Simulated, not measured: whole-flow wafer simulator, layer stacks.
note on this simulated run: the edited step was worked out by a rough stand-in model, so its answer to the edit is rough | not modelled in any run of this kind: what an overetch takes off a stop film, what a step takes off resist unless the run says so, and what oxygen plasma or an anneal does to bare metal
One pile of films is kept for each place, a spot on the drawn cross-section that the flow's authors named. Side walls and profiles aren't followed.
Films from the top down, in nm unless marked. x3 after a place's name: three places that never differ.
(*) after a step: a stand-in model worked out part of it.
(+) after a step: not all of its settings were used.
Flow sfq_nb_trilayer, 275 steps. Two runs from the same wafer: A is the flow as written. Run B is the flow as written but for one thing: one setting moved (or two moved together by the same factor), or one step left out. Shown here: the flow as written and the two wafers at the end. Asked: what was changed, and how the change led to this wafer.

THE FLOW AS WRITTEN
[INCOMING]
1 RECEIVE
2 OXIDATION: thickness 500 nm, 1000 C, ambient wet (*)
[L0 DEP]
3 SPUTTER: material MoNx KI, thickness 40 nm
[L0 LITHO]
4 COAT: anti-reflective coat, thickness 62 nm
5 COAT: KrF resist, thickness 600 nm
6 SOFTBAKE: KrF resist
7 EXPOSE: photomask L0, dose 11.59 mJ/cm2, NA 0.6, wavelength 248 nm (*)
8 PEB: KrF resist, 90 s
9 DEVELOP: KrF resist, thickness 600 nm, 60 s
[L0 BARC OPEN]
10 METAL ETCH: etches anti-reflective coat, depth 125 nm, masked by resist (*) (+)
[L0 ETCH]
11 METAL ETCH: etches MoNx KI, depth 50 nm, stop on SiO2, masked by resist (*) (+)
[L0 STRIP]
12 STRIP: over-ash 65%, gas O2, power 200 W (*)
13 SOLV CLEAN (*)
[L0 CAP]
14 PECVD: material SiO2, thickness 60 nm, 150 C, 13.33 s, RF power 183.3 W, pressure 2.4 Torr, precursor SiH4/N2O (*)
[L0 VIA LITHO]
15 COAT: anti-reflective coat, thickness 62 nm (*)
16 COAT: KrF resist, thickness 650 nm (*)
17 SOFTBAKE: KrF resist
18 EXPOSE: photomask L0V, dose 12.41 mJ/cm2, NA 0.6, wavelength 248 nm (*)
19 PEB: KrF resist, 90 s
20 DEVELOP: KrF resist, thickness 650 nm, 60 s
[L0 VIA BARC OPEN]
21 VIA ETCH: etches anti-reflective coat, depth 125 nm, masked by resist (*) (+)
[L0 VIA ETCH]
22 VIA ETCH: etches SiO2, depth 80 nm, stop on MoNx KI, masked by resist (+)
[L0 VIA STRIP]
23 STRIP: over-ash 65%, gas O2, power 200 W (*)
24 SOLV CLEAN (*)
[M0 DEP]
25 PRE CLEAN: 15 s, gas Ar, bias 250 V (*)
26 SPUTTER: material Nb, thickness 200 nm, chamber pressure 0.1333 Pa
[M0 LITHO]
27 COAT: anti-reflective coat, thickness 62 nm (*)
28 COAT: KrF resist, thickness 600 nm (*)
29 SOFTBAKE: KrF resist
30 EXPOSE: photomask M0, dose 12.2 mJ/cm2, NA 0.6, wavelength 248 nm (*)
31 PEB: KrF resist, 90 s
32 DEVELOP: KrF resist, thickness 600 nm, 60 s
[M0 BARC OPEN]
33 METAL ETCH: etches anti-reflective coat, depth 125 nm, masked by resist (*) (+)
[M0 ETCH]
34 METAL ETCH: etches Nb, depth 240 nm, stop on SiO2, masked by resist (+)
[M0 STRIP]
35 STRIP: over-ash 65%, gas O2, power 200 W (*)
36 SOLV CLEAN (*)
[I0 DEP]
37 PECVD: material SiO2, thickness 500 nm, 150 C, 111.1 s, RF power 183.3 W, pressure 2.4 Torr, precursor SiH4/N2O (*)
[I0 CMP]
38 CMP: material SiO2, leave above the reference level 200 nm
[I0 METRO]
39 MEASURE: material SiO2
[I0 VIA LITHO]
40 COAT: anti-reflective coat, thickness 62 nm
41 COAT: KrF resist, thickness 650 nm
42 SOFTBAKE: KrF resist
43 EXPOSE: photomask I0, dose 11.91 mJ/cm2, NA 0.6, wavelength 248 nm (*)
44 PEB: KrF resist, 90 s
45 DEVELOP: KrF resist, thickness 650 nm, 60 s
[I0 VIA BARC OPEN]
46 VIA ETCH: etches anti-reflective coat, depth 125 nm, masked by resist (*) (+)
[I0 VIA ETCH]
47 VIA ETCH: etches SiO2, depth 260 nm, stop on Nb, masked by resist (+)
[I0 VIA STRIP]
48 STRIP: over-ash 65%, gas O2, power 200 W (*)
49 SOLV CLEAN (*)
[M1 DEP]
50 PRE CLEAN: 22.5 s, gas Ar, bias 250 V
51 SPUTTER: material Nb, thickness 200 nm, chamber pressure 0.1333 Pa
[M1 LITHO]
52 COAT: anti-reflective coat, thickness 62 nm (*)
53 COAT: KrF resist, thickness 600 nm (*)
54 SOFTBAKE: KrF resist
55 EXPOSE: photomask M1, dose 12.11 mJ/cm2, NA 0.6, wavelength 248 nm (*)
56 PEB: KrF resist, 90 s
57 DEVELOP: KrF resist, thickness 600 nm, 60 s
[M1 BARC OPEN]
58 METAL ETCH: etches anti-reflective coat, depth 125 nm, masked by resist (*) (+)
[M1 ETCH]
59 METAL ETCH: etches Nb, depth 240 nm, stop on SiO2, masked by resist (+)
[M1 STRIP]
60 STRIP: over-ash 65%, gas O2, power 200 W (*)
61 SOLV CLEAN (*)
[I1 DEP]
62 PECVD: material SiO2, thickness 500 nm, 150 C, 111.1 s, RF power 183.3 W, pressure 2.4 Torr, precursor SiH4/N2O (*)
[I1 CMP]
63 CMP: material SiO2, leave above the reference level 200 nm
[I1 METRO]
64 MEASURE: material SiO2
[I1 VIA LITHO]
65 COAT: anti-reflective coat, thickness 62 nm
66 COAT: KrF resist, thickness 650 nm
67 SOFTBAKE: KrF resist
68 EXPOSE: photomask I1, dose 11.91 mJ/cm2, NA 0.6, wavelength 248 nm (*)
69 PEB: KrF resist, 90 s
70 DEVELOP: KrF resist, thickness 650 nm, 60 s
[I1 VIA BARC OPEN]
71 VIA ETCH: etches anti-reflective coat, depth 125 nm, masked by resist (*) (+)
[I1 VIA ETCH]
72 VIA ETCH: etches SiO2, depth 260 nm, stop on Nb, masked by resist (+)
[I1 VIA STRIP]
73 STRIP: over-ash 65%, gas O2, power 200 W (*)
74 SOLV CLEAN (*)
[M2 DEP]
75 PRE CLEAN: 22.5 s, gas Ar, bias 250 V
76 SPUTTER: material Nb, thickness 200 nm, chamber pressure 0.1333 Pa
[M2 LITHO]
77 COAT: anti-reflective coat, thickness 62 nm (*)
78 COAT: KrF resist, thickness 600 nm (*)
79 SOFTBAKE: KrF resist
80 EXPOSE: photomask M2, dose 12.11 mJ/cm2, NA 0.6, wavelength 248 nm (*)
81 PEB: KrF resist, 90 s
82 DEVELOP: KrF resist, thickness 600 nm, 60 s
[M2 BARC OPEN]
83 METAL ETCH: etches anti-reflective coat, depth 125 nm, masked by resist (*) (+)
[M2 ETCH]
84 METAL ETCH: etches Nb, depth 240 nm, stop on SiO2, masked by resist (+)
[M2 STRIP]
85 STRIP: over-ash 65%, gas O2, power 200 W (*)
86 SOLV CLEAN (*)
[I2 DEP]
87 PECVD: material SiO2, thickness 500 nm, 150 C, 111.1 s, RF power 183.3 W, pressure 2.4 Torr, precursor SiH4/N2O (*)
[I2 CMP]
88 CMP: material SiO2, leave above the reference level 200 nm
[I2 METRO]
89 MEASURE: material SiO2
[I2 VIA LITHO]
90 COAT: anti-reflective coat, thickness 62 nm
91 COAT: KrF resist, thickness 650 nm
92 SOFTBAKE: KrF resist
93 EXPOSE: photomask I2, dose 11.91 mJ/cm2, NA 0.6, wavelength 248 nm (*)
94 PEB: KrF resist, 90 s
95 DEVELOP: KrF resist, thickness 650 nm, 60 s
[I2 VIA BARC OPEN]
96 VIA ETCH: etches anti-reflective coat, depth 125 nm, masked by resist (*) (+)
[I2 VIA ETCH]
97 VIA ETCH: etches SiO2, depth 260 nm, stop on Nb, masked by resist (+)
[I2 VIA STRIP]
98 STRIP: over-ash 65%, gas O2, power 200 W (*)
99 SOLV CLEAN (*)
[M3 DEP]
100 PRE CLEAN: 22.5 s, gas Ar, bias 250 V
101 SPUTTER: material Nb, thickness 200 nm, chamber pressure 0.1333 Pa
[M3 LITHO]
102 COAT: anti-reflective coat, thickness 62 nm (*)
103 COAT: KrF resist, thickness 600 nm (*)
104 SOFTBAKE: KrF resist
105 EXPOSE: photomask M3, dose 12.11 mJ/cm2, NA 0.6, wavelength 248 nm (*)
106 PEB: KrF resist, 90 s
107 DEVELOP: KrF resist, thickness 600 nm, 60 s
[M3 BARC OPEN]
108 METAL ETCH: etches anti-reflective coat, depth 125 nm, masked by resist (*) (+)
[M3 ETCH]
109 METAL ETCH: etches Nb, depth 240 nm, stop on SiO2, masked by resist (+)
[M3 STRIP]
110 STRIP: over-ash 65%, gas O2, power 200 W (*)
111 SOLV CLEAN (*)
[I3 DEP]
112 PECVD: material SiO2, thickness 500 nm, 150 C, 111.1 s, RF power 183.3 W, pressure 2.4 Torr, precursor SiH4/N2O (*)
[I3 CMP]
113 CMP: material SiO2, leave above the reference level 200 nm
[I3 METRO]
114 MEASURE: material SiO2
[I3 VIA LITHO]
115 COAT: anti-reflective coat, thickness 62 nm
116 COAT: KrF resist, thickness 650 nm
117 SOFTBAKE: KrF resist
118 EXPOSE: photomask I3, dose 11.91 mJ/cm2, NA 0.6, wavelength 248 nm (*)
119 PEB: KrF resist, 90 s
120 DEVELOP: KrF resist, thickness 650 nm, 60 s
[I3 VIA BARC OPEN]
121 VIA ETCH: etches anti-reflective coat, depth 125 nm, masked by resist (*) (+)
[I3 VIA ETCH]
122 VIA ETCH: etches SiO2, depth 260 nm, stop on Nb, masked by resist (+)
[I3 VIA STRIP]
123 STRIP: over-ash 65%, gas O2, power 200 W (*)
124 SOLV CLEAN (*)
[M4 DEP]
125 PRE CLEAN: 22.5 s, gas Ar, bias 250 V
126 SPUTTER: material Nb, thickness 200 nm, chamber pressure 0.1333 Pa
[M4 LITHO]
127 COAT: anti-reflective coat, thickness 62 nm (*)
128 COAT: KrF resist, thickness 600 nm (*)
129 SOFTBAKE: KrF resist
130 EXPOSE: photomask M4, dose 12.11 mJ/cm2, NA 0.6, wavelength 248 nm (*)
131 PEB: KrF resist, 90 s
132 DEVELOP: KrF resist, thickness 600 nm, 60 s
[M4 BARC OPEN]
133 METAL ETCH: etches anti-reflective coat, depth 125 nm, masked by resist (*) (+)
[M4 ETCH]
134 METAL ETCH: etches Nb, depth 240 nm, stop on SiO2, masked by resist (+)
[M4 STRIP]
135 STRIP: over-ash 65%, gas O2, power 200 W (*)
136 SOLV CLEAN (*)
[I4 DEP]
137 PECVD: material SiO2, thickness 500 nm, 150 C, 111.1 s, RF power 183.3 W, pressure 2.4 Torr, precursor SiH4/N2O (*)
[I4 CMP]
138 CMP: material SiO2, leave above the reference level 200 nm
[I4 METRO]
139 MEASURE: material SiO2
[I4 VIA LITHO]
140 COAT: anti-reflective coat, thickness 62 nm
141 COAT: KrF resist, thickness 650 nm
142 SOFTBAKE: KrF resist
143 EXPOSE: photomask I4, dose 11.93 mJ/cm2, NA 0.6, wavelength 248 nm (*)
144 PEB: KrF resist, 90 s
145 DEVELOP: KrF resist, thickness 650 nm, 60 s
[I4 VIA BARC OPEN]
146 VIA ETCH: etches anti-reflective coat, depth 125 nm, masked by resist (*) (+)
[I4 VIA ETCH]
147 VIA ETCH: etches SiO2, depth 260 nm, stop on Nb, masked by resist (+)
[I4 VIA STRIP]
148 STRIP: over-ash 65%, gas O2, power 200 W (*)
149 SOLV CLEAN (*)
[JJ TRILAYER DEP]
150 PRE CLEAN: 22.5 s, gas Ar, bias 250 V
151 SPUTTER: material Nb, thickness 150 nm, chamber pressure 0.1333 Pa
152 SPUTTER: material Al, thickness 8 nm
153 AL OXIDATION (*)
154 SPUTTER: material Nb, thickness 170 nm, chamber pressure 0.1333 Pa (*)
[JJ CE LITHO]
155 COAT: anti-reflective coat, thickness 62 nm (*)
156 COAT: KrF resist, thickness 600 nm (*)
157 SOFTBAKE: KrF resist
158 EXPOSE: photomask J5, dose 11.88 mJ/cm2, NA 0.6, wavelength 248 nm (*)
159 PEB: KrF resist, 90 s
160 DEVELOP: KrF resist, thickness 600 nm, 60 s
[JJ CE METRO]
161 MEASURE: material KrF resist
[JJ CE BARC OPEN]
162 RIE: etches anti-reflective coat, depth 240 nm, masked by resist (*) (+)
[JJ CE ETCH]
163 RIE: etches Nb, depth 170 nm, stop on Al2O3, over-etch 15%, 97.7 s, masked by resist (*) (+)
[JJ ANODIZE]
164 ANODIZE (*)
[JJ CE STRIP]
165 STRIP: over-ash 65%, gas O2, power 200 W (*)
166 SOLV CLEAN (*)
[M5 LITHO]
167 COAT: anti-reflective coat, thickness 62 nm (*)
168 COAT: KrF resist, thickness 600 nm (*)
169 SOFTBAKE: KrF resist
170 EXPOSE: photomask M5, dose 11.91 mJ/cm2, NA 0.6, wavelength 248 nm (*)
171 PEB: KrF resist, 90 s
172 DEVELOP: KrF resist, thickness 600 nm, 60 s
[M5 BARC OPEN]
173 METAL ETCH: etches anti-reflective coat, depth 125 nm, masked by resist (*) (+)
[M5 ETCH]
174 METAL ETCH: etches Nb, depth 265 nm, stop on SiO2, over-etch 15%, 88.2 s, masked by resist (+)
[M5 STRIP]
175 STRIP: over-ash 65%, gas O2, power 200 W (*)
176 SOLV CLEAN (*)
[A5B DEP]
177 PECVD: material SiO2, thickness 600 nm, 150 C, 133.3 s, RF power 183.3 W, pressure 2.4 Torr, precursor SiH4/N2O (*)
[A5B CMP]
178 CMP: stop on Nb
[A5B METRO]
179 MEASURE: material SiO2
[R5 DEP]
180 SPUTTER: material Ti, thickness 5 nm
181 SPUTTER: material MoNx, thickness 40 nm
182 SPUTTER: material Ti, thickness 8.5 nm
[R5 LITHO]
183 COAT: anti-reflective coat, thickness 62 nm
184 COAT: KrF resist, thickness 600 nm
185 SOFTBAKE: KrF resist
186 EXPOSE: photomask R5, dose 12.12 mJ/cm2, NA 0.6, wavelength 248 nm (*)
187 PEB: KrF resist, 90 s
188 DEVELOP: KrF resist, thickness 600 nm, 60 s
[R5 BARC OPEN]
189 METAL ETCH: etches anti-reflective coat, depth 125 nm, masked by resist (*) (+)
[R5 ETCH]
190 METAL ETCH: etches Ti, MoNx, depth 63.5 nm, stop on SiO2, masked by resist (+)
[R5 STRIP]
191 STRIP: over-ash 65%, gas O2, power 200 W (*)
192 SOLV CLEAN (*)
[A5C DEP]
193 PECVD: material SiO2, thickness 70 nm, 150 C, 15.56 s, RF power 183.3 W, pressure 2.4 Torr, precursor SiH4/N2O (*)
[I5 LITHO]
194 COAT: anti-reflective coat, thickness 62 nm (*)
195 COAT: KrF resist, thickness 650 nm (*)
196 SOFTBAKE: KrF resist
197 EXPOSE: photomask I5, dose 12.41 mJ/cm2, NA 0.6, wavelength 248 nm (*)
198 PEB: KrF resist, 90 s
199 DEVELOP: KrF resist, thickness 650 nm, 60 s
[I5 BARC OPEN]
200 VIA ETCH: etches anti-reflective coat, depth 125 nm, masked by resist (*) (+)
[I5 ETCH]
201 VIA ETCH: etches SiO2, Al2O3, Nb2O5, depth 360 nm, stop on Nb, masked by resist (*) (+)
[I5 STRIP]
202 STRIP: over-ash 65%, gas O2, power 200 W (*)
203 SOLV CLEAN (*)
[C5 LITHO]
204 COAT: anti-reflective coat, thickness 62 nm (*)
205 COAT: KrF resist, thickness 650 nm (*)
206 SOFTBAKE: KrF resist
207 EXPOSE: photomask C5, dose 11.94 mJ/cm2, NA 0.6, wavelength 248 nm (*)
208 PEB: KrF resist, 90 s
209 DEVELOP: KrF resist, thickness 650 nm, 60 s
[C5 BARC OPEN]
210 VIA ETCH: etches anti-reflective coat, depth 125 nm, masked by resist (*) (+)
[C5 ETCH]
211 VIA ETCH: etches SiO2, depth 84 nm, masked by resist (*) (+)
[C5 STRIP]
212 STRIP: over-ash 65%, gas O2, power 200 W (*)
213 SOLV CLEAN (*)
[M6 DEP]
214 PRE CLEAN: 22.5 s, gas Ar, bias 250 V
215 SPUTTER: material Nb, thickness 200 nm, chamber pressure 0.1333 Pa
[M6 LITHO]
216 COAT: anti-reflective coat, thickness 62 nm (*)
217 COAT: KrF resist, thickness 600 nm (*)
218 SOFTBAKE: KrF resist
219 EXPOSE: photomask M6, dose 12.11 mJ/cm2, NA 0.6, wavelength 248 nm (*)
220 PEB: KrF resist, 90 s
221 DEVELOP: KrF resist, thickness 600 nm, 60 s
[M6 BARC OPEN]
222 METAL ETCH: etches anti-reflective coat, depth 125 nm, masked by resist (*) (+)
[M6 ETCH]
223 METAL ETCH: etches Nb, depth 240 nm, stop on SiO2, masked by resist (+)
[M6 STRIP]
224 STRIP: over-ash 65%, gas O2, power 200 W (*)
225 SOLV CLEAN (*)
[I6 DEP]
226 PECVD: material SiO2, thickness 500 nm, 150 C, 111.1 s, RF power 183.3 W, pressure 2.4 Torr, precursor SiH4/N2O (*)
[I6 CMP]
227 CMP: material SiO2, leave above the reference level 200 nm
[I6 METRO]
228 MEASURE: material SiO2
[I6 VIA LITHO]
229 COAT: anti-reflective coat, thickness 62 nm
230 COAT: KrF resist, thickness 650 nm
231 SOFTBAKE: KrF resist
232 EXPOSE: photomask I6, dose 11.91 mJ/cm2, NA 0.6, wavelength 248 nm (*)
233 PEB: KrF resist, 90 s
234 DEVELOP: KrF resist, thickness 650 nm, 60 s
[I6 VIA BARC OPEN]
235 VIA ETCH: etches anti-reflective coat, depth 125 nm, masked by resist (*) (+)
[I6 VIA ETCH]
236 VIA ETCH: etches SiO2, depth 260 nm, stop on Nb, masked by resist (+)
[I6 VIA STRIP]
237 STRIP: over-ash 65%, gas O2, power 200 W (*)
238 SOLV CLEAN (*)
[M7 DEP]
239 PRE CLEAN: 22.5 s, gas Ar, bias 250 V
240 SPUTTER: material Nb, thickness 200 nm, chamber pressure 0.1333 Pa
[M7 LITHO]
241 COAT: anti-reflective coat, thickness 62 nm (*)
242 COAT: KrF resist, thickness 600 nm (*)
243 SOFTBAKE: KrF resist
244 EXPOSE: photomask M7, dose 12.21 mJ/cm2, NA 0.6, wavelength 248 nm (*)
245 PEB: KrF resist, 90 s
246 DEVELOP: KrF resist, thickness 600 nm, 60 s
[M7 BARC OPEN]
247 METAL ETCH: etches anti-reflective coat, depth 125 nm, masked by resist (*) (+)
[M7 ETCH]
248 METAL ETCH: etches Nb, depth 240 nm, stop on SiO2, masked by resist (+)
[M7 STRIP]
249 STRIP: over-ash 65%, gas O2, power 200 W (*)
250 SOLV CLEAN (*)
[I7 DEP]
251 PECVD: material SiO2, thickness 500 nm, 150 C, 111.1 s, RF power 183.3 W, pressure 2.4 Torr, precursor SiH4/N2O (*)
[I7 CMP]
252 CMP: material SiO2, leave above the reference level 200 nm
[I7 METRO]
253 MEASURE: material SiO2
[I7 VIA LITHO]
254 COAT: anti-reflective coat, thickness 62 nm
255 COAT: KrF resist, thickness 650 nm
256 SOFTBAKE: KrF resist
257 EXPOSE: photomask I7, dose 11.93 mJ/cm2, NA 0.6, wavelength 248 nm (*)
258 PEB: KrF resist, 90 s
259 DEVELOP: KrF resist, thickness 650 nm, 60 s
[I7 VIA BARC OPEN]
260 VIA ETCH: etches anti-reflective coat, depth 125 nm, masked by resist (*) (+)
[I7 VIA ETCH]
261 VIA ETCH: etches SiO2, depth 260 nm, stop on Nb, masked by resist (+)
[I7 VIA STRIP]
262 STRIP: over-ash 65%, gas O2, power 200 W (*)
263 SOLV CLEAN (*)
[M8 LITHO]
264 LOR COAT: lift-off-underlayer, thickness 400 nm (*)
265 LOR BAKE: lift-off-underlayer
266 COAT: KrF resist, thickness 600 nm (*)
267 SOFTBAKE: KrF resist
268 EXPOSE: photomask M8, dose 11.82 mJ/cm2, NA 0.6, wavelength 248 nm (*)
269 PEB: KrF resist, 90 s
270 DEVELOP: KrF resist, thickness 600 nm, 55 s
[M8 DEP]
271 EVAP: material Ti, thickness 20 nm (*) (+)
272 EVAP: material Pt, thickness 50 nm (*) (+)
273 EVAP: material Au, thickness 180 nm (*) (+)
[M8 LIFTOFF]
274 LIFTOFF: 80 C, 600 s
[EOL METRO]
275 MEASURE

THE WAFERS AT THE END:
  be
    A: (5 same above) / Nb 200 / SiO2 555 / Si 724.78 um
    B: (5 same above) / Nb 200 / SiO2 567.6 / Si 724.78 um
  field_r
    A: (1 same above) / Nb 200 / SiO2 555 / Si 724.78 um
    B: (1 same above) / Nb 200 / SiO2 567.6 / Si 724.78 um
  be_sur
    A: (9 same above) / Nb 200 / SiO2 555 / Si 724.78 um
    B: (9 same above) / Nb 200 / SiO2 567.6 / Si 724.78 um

The cause: step 14, PECVD: thickness 72.6 nm was run, where the flow has thickness 60 nm; step 14, PECVD: 16.13 s was run, where the flow has 13.33 s.

How the change led to this, step by step:
  14 PECVD: material SiO2, thickness 60 nm, 150 C, 13.33 s, RF power 183.3 W, pressure 2.4 Torr, precursor SiH4/N2O (*)
      v_sur, via_wl, via_w and 97 more: A SiO2 +60 | B SiO2 +72.6
      field_l, l0_sur, l0v, l0r_line_l, l0r_line_c, l0r_line_r: A SiO2 +60 (new film) | B SiO2 +72.6 (new film)
  22 VIA ETCH: etches SiO2, depth 80 nm, stop on MoNx KI, masked by resist (+)
      l0v: A SiO2 -59.8 (all of it) | B SiO2 -72.4 (all of it)
  27 COAT: anti-reflective coat, thickness 62 nm (*)
      l0_sur: A anti-reflective coat +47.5 (new film) | B anti-reflective coat +46.3 (new film)
      l0v: A anti-reflective coat +78 (new film) | B anti-reflective coat +81.2 (new film)
  35 STRIP: over-ash 65%, gas O2, power 200 W (*)
      l0_sur: A KrF resist -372 (all of it), anti-reflective coat -47.5 (all of it) | B KrF resist -370.9 (all of it), anti-reflective coat -46.3 (all of it)
      l0v: A KrF resist -405.3 (all of it), anti-reflective coat -78 (all of it) | B KrF resist -413.6 (all of it), anti-reflective coat -81.2 (all of it)
  38 CMP: material SiO2, leave above the reference level 200 nm
      l0v: A SiO2 -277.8 | B SiO2 -263
